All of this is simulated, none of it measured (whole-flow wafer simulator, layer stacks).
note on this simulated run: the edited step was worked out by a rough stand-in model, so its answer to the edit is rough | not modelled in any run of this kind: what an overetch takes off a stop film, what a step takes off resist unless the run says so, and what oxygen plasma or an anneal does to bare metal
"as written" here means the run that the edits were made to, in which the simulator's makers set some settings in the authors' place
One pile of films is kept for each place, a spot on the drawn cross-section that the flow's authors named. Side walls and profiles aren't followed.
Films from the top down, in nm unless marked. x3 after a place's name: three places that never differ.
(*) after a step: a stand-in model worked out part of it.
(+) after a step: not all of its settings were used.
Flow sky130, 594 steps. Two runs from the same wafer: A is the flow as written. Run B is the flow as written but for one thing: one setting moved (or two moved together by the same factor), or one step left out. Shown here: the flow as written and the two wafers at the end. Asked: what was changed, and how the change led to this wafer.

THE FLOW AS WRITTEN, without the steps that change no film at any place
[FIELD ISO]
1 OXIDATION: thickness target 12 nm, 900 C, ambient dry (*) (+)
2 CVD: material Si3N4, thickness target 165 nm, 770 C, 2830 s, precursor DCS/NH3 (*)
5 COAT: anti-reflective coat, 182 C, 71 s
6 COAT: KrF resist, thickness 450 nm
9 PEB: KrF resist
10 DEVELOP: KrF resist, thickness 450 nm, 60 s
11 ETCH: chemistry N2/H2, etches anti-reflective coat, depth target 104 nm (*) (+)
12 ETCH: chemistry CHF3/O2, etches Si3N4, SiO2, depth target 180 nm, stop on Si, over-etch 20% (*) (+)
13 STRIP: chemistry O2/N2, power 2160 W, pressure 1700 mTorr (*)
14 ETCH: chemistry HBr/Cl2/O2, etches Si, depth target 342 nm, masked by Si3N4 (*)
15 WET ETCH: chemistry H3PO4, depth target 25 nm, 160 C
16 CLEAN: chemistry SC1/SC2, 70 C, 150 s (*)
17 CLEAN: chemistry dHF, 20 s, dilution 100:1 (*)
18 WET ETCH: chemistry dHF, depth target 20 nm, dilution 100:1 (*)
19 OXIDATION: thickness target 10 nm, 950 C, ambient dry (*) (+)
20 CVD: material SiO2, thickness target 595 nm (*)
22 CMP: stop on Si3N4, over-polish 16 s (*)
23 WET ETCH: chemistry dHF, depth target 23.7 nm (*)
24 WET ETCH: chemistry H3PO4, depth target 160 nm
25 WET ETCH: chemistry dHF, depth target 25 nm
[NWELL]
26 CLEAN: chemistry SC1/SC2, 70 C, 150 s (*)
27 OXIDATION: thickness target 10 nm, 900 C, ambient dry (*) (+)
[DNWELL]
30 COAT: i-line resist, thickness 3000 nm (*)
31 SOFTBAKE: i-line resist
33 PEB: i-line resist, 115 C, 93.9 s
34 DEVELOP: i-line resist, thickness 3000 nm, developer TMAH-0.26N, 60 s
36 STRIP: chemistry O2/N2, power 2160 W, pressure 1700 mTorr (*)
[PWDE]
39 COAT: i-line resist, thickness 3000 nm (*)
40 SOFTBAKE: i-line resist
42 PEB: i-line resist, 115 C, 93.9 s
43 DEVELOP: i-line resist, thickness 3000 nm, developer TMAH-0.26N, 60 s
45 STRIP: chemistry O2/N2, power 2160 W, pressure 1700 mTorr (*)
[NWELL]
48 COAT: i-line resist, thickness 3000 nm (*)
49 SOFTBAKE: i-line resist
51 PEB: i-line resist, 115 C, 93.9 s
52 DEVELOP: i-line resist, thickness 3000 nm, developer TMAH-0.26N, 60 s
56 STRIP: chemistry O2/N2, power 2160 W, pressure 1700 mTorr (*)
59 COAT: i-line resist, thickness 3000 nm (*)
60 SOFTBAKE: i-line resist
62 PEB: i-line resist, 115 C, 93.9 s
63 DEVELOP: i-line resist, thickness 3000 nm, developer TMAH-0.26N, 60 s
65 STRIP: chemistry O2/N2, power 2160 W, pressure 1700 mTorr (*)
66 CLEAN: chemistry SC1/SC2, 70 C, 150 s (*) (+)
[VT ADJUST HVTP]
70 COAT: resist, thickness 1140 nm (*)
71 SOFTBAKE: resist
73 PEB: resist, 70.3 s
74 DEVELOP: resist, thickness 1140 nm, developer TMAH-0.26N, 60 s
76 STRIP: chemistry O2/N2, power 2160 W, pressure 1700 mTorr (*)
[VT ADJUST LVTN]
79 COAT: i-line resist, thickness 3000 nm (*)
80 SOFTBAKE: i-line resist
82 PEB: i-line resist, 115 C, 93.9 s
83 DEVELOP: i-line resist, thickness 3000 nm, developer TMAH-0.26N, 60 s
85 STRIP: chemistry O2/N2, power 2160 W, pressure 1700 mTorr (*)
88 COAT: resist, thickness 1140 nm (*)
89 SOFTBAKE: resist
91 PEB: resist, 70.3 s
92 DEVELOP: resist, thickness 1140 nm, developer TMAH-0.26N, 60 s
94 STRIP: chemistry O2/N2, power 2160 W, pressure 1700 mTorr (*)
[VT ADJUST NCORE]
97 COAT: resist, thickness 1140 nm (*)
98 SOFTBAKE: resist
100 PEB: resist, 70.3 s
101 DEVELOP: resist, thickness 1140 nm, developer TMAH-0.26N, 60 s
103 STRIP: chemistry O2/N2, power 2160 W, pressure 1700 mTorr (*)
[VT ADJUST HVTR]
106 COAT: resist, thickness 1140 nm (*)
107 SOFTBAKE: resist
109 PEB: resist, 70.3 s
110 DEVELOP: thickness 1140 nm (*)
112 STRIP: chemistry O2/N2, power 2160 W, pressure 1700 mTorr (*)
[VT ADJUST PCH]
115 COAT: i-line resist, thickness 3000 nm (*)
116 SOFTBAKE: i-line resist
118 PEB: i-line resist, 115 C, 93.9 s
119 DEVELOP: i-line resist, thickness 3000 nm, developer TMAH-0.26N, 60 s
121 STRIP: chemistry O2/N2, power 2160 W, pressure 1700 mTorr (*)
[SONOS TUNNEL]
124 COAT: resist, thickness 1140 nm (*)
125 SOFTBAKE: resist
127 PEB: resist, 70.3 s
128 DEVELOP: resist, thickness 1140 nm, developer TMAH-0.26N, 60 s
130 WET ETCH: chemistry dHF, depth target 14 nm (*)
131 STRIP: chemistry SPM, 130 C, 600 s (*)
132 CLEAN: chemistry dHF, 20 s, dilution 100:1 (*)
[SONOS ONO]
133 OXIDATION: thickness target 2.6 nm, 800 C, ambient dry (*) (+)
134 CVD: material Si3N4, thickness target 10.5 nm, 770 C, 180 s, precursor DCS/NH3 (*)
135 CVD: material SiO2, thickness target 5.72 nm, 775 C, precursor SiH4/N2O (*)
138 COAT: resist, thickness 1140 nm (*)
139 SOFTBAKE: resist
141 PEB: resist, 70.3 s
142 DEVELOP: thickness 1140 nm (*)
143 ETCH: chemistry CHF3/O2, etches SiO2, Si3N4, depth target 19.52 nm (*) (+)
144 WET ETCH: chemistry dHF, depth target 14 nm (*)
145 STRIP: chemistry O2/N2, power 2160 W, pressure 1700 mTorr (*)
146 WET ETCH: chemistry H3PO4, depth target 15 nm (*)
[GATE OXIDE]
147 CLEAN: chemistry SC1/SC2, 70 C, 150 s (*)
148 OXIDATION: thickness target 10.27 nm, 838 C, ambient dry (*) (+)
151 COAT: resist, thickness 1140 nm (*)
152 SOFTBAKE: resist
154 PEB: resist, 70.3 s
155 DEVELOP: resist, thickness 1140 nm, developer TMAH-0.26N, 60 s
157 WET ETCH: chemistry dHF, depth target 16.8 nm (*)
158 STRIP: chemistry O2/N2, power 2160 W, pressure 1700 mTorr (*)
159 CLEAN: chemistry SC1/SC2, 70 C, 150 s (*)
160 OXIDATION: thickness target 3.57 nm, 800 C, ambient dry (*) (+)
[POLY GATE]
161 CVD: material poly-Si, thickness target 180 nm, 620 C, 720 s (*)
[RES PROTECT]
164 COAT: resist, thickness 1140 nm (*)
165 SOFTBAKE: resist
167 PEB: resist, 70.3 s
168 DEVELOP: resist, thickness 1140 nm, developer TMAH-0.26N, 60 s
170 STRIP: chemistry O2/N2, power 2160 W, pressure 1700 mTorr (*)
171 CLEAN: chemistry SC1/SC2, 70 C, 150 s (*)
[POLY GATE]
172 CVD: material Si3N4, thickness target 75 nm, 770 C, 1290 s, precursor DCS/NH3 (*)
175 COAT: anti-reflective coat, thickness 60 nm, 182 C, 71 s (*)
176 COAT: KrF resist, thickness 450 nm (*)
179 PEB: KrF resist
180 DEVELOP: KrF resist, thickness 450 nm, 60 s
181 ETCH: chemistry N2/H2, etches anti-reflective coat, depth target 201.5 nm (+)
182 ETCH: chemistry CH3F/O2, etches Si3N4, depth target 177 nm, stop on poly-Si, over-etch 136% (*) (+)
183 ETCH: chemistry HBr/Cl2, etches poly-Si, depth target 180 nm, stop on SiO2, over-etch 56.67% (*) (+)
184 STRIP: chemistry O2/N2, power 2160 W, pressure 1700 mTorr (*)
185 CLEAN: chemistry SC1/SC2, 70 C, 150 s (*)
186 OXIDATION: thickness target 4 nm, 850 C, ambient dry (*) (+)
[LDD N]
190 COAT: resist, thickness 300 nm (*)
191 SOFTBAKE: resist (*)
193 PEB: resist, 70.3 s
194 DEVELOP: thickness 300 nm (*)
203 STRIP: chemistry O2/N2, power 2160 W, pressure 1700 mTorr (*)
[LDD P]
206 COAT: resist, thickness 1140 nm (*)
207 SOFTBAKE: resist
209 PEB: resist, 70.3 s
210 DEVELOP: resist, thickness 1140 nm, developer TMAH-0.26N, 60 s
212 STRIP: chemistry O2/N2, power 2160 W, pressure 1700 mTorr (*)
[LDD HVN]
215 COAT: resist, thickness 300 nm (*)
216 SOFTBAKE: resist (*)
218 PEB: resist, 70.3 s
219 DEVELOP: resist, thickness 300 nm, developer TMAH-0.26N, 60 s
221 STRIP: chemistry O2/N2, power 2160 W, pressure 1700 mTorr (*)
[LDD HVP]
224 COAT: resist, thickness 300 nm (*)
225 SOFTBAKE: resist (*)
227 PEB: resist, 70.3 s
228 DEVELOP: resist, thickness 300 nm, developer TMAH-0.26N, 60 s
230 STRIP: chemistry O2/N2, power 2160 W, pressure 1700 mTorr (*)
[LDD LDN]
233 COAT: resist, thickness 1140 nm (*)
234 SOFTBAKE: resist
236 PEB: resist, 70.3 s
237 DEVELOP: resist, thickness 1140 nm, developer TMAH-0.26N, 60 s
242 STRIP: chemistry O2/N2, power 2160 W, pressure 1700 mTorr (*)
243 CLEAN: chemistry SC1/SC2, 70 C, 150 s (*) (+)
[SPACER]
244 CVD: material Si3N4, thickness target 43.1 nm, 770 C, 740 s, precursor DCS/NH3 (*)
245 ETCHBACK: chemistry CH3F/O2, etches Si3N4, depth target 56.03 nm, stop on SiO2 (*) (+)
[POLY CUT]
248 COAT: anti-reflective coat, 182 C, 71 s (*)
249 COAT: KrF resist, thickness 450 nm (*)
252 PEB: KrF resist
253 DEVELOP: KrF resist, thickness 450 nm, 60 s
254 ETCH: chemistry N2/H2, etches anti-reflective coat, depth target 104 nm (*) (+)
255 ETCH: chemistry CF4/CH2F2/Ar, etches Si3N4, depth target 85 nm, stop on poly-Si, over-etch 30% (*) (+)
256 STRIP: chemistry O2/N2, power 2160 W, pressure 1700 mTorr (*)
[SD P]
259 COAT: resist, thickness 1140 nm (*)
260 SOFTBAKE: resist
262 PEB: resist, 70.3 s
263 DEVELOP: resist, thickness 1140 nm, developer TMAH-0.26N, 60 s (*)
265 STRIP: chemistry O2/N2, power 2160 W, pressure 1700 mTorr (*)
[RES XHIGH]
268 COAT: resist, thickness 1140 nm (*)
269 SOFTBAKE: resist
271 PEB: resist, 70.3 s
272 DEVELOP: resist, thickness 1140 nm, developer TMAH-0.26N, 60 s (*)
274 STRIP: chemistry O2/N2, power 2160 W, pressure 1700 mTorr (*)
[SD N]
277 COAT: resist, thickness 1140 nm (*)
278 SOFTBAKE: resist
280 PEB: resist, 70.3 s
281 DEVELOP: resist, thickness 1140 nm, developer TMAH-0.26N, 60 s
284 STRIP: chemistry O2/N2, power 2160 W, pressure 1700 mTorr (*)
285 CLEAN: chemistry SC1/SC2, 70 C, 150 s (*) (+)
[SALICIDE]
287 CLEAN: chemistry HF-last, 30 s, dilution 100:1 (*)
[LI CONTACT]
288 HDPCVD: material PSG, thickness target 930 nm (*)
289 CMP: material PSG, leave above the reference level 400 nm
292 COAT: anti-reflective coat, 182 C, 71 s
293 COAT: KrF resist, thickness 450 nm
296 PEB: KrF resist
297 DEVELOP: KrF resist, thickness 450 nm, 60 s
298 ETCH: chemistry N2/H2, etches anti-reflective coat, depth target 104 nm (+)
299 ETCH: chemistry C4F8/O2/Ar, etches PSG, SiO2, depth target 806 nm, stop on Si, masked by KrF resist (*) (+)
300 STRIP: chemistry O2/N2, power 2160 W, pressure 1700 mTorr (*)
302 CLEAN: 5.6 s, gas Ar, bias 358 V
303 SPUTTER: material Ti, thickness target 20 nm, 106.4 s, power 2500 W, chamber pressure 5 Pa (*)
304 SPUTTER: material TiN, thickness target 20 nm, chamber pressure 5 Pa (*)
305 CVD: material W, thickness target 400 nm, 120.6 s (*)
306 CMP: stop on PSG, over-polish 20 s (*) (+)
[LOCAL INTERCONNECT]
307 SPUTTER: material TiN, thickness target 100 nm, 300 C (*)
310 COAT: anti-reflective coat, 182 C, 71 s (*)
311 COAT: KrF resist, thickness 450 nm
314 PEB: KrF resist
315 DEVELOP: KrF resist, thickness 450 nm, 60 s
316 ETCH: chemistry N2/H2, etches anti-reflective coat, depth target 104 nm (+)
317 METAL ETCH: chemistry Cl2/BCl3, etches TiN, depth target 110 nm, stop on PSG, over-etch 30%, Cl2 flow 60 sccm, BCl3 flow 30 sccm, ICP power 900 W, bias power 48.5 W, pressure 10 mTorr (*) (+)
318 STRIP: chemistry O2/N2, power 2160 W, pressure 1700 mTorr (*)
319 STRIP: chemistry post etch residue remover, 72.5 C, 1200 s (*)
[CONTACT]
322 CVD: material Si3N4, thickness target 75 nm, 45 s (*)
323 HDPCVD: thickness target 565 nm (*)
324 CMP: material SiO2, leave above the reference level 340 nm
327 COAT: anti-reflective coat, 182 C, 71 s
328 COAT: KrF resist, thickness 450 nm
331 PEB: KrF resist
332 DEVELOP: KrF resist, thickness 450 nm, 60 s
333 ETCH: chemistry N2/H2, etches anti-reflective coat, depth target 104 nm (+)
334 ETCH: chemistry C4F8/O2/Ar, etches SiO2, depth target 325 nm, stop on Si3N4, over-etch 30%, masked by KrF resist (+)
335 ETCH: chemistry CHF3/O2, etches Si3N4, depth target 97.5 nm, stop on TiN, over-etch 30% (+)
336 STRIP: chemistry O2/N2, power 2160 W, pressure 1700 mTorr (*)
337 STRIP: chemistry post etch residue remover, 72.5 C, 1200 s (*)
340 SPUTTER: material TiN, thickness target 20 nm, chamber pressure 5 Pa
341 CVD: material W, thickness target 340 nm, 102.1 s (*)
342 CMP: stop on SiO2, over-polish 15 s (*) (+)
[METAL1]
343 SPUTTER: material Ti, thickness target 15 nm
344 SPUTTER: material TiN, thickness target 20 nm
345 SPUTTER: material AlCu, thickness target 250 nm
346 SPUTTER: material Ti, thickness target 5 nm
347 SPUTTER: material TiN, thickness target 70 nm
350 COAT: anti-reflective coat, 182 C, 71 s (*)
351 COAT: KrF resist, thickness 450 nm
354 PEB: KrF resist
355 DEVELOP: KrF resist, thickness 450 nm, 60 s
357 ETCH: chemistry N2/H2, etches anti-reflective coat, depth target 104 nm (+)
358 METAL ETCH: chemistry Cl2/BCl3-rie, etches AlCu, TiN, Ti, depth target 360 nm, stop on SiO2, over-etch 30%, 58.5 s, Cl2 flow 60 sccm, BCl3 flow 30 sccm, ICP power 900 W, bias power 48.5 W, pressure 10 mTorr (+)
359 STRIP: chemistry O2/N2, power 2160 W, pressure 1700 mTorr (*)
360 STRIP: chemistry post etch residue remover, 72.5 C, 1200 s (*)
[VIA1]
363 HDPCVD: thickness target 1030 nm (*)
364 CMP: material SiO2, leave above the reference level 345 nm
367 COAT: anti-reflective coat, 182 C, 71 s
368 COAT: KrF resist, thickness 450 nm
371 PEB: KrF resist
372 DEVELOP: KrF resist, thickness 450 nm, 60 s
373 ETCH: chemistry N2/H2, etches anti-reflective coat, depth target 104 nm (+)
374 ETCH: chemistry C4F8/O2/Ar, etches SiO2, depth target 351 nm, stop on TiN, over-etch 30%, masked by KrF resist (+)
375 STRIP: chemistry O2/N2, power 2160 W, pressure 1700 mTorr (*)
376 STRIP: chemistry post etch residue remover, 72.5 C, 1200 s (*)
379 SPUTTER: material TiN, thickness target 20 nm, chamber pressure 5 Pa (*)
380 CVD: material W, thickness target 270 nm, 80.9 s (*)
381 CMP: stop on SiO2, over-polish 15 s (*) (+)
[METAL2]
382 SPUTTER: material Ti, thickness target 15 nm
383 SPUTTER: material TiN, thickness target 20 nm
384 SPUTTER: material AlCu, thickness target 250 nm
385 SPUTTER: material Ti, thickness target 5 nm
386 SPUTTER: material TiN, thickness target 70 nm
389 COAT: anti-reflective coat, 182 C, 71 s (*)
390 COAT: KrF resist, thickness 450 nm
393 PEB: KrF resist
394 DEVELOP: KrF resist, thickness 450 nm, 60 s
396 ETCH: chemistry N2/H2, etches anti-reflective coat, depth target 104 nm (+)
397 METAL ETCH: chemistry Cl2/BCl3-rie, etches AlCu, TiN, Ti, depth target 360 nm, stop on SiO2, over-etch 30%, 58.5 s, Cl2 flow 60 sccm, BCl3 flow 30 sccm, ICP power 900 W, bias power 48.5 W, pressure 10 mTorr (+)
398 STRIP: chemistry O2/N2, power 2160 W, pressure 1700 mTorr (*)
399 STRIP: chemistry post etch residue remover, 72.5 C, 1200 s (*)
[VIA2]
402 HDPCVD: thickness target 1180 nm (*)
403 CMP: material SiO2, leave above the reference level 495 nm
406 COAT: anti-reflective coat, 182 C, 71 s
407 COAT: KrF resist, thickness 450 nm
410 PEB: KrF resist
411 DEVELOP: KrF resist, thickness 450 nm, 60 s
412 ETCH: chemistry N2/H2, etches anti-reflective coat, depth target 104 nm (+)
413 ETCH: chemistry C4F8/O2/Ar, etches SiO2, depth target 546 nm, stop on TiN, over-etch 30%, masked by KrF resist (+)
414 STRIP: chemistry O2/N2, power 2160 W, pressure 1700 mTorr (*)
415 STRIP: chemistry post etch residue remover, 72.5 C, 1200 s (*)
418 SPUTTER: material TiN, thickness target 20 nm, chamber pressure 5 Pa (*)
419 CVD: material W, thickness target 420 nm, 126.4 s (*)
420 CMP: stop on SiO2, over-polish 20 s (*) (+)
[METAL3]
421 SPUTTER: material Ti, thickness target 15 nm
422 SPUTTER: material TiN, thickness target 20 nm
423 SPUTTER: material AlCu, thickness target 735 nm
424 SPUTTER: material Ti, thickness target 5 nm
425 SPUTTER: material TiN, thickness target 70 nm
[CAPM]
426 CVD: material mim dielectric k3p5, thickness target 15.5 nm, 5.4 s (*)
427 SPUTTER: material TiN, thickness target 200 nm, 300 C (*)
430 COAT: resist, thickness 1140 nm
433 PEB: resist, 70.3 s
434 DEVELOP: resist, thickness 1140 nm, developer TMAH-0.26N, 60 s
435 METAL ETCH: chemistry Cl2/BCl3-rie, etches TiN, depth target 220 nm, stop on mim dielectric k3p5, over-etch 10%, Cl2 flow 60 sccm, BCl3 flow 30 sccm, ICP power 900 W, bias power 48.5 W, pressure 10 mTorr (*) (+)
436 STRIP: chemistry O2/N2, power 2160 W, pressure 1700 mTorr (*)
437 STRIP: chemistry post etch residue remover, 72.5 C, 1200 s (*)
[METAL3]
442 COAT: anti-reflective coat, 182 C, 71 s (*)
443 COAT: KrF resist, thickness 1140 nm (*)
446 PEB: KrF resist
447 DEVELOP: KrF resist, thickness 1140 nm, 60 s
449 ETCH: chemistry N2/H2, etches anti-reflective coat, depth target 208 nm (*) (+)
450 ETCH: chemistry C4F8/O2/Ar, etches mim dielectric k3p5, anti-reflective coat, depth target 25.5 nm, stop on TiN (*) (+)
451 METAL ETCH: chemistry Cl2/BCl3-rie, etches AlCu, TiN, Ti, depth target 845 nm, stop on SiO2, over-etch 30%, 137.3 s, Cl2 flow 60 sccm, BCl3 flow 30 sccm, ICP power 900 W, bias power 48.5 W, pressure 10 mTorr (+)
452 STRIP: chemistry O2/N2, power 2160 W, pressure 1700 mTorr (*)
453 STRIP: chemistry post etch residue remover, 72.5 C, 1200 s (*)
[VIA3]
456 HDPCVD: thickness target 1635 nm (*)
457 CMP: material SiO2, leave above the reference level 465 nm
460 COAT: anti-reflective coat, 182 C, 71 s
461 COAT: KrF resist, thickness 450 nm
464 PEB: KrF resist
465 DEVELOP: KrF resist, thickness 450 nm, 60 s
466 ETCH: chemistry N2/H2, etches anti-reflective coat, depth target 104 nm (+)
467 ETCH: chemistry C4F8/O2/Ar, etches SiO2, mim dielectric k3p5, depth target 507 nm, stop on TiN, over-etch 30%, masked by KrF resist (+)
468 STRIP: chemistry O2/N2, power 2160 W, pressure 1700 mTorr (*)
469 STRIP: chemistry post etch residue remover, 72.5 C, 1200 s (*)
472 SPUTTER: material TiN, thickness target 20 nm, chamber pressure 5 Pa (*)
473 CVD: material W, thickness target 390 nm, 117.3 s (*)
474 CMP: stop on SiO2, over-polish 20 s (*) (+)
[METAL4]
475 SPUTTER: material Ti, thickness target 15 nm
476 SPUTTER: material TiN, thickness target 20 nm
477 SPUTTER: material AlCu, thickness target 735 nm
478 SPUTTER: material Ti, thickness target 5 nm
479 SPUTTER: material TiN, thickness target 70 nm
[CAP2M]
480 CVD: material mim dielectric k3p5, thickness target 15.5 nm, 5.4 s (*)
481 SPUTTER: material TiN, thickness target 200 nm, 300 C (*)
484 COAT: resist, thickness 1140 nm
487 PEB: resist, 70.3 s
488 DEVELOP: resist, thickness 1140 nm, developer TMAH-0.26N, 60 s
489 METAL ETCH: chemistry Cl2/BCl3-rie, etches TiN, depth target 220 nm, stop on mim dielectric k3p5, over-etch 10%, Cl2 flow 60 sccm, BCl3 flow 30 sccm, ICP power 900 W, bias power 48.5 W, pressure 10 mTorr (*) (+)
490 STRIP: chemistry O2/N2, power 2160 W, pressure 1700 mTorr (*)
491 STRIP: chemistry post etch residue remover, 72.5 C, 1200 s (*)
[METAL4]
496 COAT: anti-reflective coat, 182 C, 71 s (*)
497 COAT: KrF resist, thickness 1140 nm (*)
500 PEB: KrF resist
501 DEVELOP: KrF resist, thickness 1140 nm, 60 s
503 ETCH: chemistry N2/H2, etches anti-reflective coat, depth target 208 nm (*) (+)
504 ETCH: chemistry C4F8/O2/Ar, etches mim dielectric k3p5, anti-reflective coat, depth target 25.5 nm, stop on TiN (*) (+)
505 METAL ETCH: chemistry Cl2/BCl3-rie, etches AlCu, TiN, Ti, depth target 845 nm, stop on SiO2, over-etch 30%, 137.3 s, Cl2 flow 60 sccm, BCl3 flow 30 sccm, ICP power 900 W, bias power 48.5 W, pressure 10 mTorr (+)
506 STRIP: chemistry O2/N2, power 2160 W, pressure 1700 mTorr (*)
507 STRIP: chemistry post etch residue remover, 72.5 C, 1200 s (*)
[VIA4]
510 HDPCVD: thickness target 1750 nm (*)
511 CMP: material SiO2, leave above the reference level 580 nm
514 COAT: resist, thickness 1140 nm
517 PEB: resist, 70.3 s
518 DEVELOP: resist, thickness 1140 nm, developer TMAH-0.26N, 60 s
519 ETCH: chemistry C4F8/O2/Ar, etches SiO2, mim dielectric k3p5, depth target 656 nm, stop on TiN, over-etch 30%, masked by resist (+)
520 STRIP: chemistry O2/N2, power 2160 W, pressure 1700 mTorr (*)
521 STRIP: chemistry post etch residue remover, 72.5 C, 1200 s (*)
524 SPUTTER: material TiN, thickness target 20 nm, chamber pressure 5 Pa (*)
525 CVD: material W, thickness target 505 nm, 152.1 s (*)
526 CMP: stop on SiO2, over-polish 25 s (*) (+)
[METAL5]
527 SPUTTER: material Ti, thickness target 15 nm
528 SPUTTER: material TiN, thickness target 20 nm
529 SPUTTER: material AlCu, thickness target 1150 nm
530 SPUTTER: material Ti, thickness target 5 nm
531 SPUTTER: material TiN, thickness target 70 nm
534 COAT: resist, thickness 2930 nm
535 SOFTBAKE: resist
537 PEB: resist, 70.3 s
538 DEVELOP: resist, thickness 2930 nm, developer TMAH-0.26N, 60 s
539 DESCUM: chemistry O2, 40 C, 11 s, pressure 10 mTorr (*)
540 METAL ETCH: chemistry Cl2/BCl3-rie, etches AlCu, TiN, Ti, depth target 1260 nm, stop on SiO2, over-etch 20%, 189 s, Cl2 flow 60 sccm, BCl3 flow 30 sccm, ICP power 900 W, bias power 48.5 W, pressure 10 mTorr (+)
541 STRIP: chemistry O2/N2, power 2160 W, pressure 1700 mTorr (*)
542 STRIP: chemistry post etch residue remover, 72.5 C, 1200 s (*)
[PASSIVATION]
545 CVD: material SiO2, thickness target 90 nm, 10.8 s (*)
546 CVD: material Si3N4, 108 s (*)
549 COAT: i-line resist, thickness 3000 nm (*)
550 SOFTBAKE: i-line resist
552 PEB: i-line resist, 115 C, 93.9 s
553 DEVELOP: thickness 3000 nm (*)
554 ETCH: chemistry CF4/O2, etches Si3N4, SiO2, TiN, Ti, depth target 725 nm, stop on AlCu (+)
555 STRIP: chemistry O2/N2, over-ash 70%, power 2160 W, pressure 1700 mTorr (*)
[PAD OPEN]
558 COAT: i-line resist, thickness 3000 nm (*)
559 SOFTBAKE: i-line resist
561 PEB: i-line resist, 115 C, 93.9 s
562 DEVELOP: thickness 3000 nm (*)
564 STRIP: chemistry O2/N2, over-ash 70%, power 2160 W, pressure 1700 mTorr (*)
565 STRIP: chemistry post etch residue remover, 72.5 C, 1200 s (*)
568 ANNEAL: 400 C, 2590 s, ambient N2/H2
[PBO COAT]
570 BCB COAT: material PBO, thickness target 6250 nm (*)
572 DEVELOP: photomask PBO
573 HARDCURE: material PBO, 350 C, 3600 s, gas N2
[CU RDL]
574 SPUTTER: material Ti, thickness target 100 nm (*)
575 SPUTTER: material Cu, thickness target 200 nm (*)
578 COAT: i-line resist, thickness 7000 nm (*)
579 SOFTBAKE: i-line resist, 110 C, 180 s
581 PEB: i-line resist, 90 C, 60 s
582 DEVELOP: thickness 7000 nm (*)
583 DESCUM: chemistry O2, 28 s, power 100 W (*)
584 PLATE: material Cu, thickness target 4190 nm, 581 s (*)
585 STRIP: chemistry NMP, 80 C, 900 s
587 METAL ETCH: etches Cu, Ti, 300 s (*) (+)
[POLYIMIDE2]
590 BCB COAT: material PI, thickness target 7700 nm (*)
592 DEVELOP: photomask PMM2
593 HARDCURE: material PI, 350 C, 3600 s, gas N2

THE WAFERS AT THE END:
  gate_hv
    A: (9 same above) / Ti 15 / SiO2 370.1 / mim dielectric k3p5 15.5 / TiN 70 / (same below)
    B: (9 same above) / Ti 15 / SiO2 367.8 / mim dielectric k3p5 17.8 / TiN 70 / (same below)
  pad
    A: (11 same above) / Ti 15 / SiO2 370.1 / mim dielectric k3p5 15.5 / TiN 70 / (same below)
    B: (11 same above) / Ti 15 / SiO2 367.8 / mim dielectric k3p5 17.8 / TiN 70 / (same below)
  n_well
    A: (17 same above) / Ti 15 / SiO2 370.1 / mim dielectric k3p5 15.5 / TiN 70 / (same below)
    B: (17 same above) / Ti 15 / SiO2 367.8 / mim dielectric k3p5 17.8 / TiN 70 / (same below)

The cause: step 426, CVD: thickness target 17.8 nm was run, where the flow has thickness target 15.5 nm; step 426, CVD: 6.21 s was run, where the flow has 5.4 s.
It can be read off the wafer: gate_hv has mim dielectric k3p5 17.8, and step 426 as written asks for 15.5 nm.

How the change led to this, step by step:
  426 CVD: material mim dielectric k3p5, thickness target 15.5 nm, 5.4 s (*)
      field, active, n_well and 188 more: A mim dielectric k3p5 +15.5 (new film) | B mim dielectric k3p5 +17.8 (new film)
  450 ETCH: chemistry C4F8/O2/Ar, etches mim dielectric k3p5, anti-reflective coat, depth target 25.5 nm, stop on TiN (*) (+)
      n_well, p_well, gate_hv and 104 more: A KrF resist -15.5 | B KrF resist -17
      field, active, gate and 82 more: A mim dielectric k3p5 -15.5 (all of it) | B mim dielectric k3p5 -17.8 (all of it)
  467 ETCH: chemistry C4F8/O2/Ar, etches SiO2, mim dielectric k3p5, depth target 507 nm, stop on TiN, over-etch 30%, masked by KrF resist (+)
      m1: A SiO2 -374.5 (all of it), mim dielectric k3p5 -15.5 (all of it) | B SiO2 -372.2 (all of it), mim dielectric k3p5 -17.8 (all of it)
      via3_hole: A SiO2 -373.9 (all of it), mim dielectric k3p5 -15.5 (all of it) | B SiO2 -371.6 (all of it), mim dielectric k3p5 -17.8 (all of it)
